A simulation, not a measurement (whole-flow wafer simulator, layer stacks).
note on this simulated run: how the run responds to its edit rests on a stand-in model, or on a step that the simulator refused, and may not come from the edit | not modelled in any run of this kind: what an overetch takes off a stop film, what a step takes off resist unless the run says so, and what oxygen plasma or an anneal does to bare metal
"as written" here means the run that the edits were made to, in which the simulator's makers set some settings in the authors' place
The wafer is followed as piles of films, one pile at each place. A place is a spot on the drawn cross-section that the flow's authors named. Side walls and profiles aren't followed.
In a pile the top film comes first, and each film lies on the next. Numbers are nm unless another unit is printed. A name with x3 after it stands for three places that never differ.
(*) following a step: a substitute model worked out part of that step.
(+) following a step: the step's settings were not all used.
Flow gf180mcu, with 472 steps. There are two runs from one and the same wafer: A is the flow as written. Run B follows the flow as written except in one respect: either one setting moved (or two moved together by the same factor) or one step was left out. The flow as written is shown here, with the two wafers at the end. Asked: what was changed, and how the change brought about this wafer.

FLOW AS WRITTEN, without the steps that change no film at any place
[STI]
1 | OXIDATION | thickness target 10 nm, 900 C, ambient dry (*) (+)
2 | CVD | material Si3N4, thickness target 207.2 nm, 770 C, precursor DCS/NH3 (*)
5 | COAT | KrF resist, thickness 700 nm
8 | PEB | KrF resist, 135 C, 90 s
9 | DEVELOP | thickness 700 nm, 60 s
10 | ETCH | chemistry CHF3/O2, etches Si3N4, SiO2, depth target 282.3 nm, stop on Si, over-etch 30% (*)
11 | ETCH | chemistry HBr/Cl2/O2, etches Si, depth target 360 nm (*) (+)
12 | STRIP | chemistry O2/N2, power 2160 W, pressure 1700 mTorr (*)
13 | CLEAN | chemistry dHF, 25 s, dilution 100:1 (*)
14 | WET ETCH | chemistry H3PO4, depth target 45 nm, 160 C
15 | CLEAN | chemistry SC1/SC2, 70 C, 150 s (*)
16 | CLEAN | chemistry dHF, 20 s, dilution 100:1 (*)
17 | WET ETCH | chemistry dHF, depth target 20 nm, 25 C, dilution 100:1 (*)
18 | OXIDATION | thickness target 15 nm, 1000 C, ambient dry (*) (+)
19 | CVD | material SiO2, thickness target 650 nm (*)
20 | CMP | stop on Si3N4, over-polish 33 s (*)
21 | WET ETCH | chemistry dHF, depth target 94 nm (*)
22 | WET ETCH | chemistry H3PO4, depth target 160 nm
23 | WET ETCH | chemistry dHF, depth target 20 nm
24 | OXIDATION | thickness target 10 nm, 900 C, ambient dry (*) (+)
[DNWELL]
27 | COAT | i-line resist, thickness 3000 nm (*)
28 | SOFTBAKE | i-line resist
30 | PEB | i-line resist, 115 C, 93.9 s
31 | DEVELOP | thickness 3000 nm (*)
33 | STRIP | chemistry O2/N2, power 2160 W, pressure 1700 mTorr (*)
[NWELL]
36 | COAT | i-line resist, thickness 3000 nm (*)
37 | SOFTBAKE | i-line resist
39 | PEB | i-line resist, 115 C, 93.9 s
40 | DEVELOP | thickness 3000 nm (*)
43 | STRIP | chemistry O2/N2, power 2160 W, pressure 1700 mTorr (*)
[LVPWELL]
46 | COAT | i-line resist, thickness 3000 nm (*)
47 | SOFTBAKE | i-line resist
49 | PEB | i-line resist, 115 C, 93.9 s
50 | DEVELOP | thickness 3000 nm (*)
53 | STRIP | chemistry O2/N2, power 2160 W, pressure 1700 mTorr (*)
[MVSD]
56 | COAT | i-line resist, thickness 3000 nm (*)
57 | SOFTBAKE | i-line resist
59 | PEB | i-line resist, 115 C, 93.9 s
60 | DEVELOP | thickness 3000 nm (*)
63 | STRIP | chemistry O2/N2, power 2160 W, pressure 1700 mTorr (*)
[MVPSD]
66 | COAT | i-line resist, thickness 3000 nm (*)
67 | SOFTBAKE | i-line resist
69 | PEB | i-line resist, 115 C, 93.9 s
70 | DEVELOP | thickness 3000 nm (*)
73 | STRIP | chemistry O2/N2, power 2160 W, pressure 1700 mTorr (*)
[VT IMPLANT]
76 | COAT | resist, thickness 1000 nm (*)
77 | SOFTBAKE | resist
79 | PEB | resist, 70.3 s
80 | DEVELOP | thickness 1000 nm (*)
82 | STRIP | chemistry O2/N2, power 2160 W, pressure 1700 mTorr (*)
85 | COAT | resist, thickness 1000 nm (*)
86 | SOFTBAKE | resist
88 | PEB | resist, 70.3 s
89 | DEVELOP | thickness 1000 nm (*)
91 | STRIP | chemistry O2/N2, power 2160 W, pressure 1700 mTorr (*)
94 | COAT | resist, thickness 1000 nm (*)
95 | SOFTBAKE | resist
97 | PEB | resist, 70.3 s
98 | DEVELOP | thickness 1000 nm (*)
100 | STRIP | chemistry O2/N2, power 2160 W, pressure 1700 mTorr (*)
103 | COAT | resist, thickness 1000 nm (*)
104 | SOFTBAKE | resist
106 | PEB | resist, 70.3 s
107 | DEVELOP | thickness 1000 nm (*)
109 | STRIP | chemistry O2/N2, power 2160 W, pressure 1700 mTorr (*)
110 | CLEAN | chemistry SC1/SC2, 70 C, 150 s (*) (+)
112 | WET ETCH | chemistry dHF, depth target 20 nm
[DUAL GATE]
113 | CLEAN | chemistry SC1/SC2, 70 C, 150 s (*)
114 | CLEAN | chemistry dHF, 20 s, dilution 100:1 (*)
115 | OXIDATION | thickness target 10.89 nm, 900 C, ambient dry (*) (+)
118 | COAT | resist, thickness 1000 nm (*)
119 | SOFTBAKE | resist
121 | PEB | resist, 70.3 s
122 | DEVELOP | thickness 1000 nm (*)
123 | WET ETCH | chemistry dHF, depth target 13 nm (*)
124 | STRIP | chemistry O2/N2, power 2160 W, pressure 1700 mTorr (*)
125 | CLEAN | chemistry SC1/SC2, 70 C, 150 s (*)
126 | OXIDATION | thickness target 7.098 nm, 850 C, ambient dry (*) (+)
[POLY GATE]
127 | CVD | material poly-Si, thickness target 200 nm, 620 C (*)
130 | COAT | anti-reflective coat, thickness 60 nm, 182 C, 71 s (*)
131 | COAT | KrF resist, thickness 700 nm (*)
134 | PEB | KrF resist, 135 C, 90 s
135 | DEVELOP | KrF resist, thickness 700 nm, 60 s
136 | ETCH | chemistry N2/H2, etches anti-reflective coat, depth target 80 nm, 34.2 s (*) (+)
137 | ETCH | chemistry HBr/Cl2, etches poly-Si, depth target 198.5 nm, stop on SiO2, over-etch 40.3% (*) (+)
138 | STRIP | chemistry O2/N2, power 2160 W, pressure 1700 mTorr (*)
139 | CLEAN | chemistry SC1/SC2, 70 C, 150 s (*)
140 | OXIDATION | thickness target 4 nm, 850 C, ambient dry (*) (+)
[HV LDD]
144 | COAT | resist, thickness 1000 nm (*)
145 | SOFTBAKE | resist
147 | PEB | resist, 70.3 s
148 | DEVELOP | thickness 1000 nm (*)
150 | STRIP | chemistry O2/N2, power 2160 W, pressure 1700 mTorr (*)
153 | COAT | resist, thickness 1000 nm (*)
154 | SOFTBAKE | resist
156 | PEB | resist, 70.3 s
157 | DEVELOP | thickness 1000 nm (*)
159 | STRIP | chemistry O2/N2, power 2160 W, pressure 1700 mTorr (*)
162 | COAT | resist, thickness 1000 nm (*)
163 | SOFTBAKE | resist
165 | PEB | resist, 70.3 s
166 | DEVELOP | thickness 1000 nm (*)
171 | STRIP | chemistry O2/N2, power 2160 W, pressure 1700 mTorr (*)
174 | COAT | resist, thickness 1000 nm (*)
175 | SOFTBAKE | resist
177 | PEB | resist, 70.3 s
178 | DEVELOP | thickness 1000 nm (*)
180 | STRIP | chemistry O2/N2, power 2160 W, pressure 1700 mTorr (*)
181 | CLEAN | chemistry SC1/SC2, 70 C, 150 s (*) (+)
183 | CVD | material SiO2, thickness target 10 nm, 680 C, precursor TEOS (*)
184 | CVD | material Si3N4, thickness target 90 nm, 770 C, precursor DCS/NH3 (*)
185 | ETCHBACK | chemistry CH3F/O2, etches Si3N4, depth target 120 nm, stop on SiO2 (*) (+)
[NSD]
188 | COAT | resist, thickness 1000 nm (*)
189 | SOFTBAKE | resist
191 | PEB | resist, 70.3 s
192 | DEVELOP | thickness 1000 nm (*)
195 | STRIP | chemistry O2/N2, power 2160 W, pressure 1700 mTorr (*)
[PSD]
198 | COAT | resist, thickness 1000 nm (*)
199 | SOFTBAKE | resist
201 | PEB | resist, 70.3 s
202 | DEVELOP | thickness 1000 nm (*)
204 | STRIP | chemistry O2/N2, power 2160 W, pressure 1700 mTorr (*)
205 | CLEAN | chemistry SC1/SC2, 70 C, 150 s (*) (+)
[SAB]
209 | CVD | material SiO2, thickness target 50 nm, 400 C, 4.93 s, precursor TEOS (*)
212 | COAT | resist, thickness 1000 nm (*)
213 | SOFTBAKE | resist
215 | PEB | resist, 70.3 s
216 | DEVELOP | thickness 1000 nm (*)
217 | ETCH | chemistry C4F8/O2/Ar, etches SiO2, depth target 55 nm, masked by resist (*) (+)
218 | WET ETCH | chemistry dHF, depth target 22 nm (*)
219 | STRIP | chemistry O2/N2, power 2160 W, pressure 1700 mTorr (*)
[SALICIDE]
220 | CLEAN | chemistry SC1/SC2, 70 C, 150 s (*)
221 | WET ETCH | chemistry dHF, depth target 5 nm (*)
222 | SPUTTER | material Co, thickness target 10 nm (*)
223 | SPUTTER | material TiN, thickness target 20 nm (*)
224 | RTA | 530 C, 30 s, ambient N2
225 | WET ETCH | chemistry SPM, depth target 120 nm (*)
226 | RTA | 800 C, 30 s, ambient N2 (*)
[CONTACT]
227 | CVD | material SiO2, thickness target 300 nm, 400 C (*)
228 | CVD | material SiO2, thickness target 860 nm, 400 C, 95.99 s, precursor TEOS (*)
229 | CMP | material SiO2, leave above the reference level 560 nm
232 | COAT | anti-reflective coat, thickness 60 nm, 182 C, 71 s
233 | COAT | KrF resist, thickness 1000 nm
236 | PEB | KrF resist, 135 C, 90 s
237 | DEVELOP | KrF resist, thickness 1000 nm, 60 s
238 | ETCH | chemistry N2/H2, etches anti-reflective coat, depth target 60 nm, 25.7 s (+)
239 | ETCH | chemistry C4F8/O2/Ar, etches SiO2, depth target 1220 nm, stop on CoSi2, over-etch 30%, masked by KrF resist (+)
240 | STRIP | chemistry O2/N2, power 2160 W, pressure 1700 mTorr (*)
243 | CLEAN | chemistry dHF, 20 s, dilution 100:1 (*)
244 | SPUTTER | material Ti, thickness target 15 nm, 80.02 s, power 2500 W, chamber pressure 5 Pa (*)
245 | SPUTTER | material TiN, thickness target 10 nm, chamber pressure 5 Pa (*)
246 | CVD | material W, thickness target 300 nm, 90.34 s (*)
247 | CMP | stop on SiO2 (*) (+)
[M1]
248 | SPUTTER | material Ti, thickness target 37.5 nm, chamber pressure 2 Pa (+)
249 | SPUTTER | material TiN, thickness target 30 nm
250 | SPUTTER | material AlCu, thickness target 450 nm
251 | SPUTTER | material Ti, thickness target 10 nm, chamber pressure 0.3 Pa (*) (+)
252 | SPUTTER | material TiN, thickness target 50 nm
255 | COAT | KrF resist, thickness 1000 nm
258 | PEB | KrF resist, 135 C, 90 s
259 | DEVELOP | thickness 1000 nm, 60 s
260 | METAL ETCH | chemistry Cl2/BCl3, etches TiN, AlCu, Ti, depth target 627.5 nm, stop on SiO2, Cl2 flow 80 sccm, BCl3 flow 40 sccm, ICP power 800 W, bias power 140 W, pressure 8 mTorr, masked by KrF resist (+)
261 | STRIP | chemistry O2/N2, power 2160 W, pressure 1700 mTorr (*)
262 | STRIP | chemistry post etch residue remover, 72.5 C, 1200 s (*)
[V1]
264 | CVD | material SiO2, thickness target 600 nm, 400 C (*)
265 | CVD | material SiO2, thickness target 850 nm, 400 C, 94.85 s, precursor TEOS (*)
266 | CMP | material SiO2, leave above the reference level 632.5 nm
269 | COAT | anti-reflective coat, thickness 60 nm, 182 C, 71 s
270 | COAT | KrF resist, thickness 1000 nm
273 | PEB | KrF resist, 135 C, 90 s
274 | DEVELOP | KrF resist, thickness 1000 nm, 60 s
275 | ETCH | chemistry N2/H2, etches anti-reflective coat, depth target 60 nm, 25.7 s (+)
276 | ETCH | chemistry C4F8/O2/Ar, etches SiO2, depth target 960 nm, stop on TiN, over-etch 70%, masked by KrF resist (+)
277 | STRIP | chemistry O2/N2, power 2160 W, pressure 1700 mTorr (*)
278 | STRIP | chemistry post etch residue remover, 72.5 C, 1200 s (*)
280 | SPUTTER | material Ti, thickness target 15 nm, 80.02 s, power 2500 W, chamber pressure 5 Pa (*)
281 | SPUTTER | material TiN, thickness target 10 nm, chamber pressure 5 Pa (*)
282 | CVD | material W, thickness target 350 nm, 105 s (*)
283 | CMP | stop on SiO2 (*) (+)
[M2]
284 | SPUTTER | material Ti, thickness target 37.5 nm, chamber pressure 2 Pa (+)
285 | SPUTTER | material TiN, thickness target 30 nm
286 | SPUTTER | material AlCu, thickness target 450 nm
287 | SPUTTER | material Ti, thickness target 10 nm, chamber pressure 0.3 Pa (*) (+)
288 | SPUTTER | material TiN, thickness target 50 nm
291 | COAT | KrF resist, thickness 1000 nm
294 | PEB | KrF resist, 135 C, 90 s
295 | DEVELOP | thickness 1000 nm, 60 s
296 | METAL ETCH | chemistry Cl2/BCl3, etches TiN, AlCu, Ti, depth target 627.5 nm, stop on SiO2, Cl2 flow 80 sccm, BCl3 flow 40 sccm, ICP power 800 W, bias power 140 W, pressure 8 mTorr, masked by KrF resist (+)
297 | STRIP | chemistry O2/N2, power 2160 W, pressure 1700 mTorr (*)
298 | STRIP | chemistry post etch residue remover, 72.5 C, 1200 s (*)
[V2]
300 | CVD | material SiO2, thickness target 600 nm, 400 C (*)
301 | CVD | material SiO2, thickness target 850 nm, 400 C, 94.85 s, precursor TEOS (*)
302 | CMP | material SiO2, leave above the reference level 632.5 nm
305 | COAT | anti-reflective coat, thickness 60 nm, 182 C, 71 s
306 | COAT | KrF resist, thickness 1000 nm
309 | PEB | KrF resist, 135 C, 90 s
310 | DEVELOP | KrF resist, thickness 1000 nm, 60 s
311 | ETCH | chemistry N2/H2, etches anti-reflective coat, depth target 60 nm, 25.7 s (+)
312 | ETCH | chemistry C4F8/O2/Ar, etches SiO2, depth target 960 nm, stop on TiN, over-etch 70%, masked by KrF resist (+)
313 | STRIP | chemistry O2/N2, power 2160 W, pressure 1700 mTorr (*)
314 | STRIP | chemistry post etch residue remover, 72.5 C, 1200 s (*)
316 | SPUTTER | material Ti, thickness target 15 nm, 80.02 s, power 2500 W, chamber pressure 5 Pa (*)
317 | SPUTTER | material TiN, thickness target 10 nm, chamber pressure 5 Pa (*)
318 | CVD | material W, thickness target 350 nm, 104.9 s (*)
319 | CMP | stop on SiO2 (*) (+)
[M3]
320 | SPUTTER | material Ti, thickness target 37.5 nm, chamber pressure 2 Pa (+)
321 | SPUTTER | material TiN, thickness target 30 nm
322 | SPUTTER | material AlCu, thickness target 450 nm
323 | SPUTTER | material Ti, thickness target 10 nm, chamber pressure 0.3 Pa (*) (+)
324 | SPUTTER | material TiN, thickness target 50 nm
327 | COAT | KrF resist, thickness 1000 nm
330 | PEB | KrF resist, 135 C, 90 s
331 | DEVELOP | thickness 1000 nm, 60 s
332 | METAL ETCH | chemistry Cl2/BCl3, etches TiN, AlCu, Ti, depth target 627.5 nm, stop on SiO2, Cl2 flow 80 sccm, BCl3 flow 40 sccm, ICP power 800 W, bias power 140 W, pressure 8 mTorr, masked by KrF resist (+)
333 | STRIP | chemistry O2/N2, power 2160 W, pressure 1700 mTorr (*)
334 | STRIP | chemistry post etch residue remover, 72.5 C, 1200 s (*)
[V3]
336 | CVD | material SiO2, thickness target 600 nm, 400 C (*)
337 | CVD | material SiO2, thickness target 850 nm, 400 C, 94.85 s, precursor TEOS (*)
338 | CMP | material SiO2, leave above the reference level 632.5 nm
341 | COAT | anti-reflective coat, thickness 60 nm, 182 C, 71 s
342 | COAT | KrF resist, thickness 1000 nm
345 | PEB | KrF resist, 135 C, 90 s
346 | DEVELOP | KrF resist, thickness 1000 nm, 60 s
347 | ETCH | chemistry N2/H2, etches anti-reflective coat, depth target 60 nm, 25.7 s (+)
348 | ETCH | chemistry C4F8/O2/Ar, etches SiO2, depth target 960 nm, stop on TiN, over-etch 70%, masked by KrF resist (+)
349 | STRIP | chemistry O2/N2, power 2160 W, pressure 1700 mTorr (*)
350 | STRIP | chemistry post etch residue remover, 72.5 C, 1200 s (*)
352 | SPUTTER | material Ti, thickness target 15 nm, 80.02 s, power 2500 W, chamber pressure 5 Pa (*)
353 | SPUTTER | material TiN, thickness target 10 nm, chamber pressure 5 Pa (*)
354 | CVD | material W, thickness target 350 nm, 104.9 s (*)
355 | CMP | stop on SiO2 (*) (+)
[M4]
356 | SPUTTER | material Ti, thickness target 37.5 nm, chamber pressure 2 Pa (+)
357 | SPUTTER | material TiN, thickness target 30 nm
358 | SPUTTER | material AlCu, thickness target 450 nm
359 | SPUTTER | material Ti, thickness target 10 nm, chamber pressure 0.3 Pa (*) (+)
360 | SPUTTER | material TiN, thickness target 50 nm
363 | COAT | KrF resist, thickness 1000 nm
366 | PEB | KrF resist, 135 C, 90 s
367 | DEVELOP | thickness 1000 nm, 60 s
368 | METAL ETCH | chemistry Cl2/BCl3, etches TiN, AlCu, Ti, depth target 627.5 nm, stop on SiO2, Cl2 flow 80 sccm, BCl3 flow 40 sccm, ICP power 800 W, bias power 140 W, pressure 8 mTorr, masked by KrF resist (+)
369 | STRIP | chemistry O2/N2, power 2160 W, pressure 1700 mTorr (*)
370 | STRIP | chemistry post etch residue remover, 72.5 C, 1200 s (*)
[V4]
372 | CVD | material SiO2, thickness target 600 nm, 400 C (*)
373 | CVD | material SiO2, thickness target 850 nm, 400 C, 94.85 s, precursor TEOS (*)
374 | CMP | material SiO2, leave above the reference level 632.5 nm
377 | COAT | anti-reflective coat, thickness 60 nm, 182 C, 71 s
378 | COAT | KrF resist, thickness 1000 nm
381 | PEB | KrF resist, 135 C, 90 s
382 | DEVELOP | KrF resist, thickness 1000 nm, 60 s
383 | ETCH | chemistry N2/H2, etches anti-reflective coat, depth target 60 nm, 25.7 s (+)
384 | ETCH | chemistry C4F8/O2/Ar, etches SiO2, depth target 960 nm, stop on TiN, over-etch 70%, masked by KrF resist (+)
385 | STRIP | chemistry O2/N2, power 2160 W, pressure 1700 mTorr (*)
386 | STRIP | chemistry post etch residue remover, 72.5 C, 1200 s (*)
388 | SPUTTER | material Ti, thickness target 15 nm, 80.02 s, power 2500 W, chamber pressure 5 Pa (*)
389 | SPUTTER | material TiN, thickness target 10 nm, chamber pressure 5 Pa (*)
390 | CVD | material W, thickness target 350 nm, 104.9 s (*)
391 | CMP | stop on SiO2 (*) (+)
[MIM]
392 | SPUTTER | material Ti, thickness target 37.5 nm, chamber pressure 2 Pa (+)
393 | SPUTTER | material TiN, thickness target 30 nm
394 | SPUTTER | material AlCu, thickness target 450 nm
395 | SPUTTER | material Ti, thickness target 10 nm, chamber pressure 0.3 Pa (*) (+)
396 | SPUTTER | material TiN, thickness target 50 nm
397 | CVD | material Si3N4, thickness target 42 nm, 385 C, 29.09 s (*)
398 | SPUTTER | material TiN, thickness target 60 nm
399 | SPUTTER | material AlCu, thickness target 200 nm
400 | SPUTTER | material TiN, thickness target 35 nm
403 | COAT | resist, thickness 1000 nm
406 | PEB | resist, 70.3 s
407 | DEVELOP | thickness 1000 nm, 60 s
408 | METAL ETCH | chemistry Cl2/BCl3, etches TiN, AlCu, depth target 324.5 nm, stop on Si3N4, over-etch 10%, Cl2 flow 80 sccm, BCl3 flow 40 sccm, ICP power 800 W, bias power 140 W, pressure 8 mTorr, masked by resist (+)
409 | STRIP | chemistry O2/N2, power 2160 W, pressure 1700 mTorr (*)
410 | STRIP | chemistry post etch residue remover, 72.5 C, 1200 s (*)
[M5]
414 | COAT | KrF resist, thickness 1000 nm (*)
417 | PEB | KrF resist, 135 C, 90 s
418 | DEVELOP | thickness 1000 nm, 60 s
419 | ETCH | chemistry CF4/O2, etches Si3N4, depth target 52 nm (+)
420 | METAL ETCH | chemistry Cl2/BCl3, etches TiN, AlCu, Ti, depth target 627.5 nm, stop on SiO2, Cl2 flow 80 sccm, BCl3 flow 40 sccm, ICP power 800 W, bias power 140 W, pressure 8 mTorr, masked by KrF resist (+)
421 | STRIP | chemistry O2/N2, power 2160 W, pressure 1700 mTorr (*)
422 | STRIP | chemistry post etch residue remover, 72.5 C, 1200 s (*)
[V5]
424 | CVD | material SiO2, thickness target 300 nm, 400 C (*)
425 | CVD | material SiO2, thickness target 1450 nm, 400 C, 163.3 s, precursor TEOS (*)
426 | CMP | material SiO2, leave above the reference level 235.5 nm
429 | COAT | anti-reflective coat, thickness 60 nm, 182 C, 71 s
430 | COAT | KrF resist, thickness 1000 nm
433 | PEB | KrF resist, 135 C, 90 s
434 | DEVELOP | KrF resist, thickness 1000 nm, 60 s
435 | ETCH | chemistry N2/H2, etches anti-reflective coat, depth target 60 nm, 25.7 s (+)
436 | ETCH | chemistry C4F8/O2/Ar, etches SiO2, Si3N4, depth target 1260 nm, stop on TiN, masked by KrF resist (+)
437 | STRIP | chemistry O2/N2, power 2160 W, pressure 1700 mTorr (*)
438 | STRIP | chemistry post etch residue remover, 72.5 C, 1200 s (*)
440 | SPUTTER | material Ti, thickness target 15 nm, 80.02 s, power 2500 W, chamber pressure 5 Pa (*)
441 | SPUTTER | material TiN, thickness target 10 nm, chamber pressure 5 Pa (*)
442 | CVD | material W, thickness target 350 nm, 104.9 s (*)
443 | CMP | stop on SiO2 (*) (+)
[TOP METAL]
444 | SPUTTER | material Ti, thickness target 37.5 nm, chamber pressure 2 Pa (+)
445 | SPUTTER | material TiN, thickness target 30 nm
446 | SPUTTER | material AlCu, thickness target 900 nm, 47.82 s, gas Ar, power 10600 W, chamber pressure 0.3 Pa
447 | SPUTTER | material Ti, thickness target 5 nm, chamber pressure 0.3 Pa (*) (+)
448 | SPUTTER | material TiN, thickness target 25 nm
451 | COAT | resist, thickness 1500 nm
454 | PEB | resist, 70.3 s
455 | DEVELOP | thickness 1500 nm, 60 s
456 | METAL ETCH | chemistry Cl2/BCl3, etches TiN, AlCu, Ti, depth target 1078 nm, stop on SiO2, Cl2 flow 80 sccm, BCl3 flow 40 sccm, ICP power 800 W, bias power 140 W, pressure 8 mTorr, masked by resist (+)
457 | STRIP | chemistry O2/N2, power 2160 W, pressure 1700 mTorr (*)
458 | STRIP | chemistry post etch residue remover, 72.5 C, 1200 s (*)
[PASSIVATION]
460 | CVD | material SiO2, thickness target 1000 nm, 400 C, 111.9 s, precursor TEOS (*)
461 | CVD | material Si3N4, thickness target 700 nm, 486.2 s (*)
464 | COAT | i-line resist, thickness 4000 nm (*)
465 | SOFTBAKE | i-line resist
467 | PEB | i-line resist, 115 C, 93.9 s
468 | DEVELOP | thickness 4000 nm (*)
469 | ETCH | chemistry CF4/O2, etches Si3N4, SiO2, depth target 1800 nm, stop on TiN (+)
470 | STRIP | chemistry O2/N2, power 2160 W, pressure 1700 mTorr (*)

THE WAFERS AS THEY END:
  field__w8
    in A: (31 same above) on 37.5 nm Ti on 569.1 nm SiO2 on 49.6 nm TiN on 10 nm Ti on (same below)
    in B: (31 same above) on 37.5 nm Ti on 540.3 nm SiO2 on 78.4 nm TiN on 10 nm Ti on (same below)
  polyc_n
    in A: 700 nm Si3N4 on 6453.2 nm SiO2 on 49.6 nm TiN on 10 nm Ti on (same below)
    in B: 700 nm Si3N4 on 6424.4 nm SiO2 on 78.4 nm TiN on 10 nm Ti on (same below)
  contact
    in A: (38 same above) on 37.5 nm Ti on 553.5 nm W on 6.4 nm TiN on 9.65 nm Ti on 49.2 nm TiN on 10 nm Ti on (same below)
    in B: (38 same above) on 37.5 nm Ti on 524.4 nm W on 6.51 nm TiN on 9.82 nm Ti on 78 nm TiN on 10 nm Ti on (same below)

Cause: step 252, SPUTTER: thickness target 78.8 nm was run, whereas the flow has thickness target 50 nm.

The path from the change to this, step by step:
  252 | SPUTTER | material TiN, thickness target 50 nm
      field, field__w1, field__w2 and 108 more: A TiN gains 50 (new film) | B TiN gains 78.8 (new film)
  260 | METAL ETCH | chemistry Cl2/BCl3, etches TiN, AlCu, Ti, depth target 627.5 nm, stop on SiO2, Cl2 flow 80 sccm, BCl3 flow 40 sccm, ICP power 800 W, bias power 140 W, pressure 8 mTorr, masked by KrF resist (+)
      field, field__w1, field__w2 and 99 more: A TiN loses 50 (all of it), Ti loses 10 (all of it), AlCu loses 450 (all of it), TiN loses 30 (all of it), Ti loses 37.5 (all of it) | B TiN loses 78.8 (all of it), Ti loses 10 (all of it), AlCu loses 450 (all of it), TiN loses 30 (all of it), Ti loses 37.5 (all of it)
  266 | CMP | material SiO2, leave above the reference level 632.5 nm
      field__w8, contact, m1 and 6 more: A SiO2 loses 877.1 | B SiO2 loses 905.9
  276 | ETCH | chemistry C4F8/O2/Ar, etches SiO2, depth target 960 nm, stop on TiN, over-etch 70%, masked by KrF resist (+)
      field, field__w1, field__w2 and 107 more: A KrF resist loses 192 | B KrF resist loses 184.8
      contact: A SiO2 loses 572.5 (all of it) | B SiO2 loses 543.7 (all of it)
  282 | CVD | material W, thickness target 350 nm, 105 s (*)
      contact: A W gains 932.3 (new film) | B W gains 903.2 (new film)
